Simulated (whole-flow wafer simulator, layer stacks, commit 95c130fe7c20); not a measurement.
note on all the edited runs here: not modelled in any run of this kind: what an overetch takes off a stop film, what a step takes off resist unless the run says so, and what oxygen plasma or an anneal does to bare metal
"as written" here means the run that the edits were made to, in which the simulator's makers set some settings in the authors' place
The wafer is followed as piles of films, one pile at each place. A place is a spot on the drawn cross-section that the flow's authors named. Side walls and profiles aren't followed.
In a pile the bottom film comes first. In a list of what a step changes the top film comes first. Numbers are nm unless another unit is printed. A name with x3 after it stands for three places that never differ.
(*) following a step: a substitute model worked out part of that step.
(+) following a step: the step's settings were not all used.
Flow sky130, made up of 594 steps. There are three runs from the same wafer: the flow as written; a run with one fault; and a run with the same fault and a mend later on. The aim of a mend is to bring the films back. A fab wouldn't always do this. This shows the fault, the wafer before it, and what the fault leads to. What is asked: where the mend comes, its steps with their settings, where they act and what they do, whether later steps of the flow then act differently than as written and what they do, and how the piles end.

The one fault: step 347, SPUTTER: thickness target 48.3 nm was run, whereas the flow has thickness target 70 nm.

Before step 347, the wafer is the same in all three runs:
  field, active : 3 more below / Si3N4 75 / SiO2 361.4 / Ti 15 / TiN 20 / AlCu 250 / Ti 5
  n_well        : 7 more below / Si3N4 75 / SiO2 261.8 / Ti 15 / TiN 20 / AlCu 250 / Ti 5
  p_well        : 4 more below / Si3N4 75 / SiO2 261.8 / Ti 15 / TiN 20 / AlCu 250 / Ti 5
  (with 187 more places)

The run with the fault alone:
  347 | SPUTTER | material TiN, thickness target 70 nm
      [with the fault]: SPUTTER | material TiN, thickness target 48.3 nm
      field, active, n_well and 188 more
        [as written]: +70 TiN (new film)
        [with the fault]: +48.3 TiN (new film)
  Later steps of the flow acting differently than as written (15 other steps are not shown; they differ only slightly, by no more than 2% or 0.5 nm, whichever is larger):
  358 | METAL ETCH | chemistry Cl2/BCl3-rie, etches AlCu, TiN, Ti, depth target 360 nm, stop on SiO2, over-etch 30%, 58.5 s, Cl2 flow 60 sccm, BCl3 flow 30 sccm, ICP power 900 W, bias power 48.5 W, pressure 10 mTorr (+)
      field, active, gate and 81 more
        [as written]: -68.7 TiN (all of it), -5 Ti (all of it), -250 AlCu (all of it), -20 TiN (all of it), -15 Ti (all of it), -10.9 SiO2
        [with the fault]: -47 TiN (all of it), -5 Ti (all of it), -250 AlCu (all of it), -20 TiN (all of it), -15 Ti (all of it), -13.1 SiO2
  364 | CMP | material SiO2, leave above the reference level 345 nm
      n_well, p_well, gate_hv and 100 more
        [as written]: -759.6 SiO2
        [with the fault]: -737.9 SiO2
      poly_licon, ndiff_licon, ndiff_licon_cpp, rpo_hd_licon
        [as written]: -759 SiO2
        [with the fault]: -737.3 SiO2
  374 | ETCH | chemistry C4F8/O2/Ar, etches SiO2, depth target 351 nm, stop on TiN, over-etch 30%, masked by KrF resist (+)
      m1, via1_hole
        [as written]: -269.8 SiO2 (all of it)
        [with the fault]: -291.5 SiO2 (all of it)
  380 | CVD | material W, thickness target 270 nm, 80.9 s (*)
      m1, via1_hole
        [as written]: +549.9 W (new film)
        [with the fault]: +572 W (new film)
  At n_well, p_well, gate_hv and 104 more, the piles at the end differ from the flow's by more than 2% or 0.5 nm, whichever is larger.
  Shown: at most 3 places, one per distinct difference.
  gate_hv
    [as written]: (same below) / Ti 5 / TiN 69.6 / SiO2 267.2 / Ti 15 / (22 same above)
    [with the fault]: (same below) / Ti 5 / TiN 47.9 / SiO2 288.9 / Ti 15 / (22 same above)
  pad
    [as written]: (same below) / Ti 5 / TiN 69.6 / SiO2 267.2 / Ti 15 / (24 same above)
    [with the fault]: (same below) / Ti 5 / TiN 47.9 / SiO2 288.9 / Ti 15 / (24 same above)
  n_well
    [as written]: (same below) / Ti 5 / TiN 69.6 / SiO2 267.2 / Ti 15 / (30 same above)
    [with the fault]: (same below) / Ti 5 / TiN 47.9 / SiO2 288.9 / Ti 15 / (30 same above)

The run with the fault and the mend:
  After step 347 comes the mend.
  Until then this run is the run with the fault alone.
  347a | SPUTTER | material TiN, thickness target 21.7 nm (a further turn of the flow's step 347, with different settings)
      field, active, n_well and 188 more
        +21.7 TiN
  Later steps of the flow that are run all act as written at every place that is followed, up to a difference of at most 2% or 0.5 nm, whichever is larger.
  At every place that both follow, the piles at the end match the flow's.
